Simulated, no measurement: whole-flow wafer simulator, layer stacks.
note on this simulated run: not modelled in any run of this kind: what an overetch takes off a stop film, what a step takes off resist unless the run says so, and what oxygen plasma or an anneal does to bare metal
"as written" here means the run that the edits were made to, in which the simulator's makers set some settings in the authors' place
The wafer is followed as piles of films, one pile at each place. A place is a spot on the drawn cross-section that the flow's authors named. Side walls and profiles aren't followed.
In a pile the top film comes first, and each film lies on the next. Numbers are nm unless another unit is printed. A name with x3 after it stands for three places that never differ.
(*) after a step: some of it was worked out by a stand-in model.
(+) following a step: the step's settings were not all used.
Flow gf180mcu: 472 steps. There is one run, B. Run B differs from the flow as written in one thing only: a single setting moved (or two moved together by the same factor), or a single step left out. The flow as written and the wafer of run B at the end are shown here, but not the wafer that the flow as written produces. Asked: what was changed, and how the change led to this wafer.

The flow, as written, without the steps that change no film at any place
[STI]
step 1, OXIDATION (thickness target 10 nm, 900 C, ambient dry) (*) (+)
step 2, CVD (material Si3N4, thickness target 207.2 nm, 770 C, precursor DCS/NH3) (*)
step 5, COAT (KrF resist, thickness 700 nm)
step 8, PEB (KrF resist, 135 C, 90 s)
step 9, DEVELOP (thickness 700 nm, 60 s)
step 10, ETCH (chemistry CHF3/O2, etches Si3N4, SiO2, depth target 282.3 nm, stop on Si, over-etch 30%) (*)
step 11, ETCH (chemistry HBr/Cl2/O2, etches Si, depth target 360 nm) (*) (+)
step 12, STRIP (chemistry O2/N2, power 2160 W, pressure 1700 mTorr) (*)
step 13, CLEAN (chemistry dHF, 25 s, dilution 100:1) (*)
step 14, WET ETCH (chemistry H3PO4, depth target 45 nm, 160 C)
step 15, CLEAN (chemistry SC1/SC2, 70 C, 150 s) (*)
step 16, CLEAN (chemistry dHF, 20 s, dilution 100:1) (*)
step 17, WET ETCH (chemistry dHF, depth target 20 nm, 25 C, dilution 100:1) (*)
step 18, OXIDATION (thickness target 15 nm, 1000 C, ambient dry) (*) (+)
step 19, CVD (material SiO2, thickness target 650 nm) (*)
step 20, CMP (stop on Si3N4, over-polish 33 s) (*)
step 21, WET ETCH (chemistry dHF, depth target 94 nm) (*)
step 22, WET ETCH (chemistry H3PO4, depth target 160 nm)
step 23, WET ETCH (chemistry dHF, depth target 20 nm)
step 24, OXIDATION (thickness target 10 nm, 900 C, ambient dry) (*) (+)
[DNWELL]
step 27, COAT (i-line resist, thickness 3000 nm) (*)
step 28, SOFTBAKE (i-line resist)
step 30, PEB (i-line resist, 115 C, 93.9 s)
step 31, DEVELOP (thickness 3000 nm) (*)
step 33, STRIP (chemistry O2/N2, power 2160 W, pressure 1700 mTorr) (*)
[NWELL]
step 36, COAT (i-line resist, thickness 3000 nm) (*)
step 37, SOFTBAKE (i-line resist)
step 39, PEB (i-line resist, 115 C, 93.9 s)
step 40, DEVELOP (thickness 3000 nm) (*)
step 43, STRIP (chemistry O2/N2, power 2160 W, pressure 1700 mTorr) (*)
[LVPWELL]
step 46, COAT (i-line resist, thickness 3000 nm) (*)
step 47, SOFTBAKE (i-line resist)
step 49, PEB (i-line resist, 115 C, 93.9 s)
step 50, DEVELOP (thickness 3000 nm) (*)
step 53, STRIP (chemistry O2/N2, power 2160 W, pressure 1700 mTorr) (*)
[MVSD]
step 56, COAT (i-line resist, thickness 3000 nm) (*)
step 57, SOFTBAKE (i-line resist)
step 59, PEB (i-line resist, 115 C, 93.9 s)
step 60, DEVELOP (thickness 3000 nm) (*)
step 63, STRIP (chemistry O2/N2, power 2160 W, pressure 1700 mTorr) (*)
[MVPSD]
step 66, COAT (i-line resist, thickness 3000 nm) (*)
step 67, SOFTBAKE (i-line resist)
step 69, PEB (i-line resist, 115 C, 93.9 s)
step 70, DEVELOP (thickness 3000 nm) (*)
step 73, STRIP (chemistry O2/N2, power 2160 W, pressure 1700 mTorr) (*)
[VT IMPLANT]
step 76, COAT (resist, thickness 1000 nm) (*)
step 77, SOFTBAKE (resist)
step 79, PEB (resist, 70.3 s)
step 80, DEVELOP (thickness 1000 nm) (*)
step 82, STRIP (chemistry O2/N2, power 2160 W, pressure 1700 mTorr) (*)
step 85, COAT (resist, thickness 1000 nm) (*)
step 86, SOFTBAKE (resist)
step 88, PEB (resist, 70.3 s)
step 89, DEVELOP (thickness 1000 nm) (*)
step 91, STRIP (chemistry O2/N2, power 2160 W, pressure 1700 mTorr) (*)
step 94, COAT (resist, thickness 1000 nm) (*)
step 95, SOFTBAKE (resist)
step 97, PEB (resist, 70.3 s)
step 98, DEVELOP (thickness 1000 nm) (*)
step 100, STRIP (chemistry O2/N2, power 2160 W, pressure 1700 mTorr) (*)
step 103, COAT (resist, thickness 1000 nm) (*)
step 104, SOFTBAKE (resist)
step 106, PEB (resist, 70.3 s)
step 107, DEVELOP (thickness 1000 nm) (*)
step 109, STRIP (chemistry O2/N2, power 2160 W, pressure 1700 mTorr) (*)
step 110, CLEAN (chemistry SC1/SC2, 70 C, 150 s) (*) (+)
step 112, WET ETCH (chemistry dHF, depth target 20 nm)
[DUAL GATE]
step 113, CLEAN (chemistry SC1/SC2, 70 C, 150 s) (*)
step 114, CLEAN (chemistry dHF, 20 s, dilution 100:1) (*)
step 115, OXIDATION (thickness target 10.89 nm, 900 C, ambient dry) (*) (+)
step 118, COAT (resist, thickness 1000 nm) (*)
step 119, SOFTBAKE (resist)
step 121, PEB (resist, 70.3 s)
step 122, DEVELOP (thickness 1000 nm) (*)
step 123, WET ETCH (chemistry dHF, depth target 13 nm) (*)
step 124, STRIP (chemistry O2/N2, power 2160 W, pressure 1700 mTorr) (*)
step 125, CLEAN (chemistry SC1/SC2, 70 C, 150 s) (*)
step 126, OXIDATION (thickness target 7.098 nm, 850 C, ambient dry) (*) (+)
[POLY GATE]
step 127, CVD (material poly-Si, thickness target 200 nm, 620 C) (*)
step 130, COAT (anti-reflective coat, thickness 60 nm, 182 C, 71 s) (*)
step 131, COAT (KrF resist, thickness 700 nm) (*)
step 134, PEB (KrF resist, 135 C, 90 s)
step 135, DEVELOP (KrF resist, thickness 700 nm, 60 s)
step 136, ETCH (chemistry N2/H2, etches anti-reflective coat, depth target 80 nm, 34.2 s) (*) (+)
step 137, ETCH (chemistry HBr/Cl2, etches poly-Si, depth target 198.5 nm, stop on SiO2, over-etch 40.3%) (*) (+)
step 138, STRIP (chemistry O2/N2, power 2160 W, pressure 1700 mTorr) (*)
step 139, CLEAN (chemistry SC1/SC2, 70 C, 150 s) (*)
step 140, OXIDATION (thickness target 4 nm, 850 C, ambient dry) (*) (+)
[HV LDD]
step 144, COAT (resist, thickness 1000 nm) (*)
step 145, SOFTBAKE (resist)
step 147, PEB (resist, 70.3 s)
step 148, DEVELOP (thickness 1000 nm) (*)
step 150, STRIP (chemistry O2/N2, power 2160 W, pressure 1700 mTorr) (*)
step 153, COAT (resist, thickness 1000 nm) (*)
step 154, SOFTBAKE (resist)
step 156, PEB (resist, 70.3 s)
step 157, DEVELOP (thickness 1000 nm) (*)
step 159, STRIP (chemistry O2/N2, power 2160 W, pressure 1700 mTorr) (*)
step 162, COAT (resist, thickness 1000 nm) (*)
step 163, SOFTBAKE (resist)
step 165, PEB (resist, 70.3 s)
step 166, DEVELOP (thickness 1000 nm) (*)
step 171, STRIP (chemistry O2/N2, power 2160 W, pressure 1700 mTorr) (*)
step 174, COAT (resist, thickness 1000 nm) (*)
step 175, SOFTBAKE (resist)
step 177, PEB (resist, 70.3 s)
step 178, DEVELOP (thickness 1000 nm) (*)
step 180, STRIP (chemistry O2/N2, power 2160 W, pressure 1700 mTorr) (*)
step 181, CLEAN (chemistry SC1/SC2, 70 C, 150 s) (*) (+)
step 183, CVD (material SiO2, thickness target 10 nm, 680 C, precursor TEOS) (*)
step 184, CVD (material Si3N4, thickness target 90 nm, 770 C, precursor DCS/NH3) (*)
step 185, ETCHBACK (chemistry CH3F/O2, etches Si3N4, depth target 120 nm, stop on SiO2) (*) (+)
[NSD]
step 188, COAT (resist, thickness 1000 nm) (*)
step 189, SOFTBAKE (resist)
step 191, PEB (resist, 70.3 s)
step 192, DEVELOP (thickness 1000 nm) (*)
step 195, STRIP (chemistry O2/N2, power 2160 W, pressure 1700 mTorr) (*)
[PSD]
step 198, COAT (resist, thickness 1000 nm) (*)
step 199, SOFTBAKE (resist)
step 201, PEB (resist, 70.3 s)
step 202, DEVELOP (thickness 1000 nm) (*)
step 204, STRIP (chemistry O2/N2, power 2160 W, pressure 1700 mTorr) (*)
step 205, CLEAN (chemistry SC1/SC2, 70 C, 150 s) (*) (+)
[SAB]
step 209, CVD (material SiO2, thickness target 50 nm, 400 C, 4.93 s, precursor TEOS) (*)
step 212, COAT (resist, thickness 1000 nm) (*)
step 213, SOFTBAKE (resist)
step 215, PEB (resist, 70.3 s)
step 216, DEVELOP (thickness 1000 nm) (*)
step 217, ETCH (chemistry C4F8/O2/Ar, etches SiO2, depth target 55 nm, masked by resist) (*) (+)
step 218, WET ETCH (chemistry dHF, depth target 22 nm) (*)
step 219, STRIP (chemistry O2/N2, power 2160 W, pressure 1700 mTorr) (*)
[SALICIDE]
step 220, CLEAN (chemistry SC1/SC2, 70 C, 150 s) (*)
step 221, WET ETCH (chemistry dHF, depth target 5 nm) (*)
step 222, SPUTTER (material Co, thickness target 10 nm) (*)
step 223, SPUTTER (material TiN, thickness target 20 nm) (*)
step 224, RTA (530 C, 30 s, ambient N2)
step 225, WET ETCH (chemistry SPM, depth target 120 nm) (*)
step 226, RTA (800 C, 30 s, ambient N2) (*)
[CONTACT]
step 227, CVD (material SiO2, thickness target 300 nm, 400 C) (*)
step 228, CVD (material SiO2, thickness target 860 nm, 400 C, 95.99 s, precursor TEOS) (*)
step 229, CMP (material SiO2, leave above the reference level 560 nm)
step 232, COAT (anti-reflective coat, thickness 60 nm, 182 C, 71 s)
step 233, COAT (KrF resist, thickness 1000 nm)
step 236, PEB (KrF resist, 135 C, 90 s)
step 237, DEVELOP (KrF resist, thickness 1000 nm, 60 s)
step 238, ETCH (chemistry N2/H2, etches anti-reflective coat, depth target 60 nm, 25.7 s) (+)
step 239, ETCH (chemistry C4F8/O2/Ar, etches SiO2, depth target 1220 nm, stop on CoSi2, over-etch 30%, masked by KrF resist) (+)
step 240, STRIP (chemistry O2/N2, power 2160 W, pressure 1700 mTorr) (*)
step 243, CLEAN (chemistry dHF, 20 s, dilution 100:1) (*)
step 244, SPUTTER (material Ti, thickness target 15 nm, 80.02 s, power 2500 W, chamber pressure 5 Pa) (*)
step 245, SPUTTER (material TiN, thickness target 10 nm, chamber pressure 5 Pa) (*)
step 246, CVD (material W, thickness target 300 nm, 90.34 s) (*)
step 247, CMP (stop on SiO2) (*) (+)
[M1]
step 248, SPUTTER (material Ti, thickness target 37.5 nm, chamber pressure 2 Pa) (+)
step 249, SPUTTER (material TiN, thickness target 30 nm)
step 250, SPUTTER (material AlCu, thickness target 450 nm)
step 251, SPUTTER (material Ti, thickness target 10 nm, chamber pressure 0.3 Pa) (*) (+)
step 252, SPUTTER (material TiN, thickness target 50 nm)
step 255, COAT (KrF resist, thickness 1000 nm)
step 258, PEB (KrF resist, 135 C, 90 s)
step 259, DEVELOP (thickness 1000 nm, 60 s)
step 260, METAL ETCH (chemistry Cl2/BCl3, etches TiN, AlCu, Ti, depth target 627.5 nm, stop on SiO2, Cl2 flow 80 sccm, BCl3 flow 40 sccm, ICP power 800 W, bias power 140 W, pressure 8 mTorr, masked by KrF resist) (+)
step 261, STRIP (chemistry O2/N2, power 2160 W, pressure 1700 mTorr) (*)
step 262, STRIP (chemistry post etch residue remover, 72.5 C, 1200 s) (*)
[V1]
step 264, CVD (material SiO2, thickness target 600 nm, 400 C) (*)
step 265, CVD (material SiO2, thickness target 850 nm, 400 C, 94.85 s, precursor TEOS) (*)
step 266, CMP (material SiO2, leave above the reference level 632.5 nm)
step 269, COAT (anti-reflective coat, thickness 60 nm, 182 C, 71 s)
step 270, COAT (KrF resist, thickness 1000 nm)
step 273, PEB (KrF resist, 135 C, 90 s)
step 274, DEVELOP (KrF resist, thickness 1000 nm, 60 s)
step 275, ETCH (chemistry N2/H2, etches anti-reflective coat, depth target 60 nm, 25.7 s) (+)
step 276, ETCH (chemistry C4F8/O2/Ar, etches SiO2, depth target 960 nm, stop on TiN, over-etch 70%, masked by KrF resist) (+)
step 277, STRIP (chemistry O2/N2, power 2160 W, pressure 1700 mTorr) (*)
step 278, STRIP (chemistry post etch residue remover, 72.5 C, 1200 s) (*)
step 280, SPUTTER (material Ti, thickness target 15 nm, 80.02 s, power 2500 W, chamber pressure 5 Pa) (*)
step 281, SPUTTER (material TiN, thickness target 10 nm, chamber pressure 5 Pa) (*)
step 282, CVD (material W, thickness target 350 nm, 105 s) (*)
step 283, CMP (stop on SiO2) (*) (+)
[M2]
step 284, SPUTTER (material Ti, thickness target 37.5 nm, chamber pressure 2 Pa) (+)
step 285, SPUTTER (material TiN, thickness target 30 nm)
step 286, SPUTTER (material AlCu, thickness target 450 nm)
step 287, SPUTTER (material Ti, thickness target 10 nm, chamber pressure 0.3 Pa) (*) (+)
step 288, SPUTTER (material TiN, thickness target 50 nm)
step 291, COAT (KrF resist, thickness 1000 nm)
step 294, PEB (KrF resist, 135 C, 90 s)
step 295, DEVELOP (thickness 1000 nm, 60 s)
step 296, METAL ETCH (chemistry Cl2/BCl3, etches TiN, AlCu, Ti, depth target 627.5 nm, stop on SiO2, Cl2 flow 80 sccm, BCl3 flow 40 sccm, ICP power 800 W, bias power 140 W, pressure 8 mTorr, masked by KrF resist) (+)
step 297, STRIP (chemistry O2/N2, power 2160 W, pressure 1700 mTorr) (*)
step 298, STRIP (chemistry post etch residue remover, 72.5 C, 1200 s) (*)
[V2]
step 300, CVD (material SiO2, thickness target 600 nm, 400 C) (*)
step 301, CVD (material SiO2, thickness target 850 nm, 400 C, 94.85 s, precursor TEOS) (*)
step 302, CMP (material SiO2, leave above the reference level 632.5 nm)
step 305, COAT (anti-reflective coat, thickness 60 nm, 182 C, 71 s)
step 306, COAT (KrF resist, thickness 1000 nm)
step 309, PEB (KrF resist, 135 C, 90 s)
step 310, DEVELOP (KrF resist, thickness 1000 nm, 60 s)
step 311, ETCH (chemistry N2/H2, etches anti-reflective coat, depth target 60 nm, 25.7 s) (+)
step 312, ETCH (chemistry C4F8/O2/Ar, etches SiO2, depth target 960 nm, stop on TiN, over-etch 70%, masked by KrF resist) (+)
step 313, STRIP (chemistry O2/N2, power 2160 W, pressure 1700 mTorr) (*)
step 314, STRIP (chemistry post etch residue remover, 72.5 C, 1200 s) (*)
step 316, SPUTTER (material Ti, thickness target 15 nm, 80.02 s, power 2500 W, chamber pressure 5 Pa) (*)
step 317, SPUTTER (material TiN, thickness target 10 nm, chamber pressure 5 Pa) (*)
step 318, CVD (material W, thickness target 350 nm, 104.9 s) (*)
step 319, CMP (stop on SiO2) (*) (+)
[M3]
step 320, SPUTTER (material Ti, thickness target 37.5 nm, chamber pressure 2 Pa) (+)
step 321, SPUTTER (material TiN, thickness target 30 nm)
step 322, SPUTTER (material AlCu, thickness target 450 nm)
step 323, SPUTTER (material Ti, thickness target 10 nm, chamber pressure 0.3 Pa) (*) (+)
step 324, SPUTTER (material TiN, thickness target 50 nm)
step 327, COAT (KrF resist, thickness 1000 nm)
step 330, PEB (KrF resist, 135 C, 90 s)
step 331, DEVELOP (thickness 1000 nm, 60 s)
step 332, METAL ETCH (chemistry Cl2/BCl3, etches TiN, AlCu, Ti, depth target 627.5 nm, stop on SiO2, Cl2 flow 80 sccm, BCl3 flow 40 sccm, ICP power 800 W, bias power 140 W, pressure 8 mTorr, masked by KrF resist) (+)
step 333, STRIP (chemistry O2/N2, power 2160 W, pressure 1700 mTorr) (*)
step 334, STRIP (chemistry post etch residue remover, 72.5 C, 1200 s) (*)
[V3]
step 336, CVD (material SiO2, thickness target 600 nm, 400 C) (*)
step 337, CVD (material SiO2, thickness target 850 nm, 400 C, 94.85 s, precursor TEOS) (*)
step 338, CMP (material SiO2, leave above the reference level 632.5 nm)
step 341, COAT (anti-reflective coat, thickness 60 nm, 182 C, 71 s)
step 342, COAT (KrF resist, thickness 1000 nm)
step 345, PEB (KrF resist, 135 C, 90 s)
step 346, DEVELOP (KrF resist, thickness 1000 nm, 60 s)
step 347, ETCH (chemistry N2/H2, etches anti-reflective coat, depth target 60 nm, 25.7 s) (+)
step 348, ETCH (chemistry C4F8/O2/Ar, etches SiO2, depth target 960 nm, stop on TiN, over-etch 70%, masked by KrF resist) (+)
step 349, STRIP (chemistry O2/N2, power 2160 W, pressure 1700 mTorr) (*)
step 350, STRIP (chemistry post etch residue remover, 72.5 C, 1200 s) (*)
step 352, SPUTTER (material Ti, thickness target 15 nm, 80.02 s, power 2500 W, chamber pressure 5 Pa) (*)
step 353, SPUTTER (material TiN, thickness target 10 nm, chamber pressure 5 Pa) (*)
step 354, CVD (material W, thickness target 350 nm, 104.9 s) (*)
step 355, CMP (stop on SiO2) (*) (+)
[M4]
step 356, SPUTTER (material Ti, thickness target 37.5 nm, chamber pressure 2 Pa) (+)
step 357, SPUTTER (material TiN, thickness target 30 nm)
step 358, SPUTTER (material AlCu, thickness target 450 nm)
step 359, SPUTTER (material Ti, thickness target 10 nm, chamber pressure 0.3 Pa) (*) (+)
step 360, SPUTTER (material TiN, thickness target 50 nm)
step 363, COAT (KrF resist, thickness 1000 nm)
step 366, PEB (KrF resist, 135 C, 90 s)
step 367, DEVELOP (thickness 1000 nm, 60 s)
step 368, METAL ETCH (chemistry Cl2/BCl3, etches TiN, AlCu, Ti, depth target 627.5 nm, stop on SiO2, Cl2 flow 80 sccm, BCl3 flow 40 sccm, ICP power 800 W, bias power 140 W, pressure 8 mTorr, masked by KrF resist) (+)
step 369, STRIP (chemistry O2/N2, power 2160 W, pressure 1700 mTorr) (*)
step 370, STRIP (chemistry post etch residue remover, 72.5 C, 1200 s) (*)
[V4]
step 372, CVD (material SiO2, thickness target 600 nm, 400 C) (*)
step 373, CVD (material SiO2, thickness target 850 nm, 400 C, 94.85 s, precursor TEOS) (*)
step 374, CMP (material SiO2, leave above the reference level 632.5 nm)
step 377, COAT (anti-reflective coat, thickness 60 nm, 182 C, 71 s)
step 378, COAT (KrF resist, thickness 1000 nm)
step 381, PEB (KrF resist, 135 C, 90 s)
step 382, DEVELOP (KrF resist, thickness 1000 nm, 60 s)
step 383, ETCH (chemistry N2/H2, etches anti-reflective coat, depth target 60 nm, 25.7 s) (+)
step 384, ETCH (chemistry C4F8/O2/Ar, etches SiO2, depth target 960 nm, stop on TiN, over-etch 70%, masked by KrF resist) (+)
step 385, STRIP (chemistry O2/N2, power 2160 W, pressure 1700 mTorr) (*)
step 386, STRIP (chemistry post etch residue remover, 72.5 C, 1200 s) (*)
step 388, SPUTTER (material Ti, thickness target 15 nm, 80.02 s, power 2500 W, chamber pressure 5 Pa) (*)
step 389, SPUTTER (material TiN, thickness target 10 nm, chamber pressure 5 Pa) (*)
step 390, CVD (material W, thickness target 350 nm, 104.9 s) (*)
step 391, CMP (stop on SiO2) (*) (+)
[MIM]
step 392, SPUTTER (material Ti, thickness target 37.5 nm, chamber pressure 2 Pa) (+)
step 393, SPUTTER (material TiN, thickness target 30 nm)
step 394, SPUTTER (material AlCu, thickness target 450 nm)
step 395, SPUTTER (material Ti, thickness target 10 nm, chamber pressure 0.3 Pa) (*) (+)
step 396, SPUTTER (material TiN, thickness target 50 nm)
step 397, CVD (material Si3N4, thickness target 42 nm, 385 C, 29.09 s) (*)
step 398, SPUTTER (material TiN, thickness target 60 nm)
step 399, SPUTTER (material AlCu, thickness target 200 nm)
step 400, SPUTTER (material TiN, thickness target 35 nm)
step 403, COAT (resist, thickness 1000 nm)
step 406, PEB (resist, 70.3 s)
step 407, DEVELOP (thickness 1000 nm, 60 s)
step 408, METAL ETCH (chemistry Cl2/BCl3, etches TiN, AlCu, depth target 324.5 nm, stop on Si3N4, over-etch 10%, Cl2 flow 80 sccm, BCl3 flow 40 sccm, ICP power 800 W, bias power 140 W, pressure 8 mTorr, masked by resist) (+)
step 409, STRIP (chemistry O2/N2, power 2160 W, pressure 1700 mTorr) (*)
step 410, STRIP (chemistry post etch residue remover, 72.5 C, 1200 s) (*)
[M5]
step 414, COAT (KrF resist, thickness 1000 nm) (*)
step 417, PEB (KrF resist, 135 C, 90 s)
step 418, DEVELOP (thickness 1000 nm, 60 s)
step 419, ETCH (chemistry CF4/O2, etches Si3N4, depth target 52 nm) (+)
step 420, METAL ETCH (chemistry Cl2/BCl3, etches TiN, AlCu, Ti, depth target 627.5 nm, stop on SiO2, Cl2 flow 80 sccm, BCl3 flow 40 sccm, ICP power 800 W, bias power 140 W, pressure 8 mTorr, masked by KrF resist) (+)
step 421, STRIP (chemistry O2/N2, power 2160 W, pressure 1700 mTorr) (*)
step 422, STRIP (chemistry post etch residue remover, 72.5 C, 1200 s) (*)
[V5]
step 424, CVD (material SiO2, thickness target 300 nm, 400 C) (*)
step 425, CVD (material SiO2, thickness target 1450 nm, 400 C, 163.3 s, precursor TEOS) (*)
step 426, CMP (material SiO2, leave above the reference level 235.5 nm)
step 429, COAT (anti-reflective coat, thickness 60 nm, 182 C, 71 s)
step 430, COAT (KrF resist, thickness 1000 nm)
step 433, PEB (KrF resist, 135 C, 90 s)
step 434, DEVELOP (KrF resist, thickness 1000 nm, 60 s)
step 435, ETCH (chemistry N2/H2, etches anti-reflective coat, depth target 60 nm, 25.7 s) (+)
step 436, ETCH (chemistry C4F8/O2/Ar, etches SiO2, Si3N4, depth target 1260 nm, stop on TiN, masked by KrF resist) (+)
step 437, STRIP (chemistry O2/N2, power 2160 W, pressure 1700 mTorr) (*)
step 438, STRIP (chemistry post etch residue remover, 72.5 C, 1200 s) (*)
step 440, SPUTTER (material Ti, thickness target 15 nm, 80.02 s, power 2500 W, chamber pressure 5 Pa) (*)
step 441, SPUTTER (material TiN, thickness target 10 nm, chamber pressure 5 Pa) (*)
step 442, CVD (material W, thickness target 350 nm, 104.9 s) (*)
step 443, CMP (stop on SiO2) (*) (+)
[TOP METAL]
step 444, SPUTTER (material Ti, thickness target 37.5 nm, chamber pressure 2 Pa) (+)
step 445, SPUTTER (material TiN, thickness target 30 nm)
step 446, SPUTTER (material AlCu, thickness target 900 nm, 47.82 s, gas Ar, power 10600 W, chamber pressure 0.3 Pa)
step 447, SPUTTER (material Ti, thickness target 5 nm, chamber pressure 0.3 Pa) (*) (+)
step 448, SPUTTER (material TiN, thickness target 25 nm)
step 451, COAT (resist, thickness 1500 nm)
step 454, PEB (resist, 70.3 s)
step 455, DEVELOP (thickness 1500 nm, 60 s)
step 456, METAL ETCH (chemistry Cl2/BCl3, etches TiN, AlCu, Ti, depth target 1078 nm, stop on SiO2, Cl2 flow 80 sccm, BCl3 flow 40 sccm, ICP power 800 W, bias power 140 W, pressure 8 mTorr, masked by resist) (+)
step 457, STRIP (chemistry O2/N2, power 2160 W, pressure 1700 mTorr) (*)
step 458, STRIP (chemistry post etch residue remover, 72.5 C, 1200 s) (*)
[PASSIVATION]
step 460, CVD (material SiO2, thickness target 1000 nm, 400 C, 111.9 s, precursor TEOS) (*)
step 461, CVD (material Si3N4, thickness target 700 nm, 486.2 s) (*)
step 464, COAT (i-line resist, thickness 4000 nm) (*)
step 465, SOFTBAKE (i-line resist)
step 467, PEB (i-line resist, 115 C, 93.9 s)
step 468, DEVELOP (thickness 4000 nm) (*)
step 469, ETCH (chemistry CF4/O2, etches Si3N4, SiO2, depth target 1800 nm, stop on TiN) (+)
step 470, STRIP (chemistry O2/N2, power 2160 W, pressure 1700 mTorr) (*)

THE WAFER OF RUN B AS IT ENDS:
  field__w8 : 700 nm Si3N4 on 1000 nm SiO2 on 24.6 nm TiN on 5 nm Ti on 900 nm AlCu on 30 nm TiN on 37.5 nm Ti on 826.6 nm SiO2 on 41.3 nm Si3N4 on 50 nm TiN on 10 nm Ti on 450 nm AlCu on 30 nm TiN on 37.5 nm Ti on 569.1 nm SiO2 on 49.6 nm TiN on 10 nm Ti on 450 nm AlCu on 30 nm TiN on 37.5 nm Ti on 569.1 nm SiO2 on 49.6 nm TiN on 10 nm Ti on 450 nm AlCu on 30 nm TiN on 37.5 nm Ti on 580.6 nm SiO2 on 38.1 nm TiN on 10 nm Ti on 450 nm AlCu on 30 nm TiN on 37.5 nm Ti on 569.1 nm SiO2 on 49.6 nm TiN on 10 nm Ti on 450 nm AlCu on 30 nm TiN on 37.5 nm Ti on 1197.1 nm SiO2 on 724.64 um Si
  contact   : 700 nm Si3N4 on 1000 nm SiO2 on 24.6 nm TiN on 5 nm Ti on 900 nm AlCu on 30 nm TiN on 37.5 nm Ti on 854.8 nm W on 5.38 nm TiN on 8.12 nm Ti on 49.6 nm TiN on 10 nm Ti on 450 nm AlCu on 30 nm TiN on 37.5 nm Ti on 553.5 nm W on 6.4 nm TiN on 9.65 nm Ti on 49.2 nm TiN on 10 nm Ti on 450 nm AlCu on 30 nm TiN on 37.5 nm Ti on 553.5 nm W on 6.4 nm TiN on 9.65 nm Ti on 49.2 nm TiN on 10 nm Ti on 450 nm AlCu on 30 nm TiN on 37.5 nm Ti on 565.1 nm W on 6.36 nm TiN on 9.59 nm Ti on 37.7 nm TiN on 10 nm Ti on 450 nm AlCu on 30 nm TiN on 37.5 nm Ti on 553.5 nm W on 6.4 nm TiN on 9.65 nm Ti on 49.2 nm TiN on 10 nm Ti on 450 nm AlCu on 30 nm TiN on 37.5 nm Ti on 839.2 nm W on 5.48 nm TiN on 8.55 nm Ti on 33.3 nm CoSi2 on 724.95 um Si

Cause: step 288, SPUTTER: thickness target 38.5 nm was run, while the flow as written has thickness target 50 nm.

How this came from the change, step by step:
  step 288, SPUTTER (material TiN, thickness target 50 nm)
      field, field__w1, field__w2 and 108 more: +38.5 TiN (new film) (it would be, as written: +50 TiN (new film))
  step 296, METAL ETCH (chemistry Cl2/BCl3, etches TiN, AlCu, Ti, depth target 627.5 nm, stop on SiO2, Cl2 flow 80 sccm, BCl3 flow 40 sccm, ICP power 800 W, bias power 140 W, pressure 8 mTorr, masked by KrF resist) (+)
      field, field__w1, field__w2 and 103 more: -38.5 TiN (all of it), -10 Ti (all of it), -450 AlCu (all of it), -30 TiN (all of it), -37.5 Ti (all of it) (it would be, as written: -50 TiN (all of it), -10 Ti (all of it), -450 AlCu (all of it), -30 TiN (all of it), -37.5 Ti (all of it))
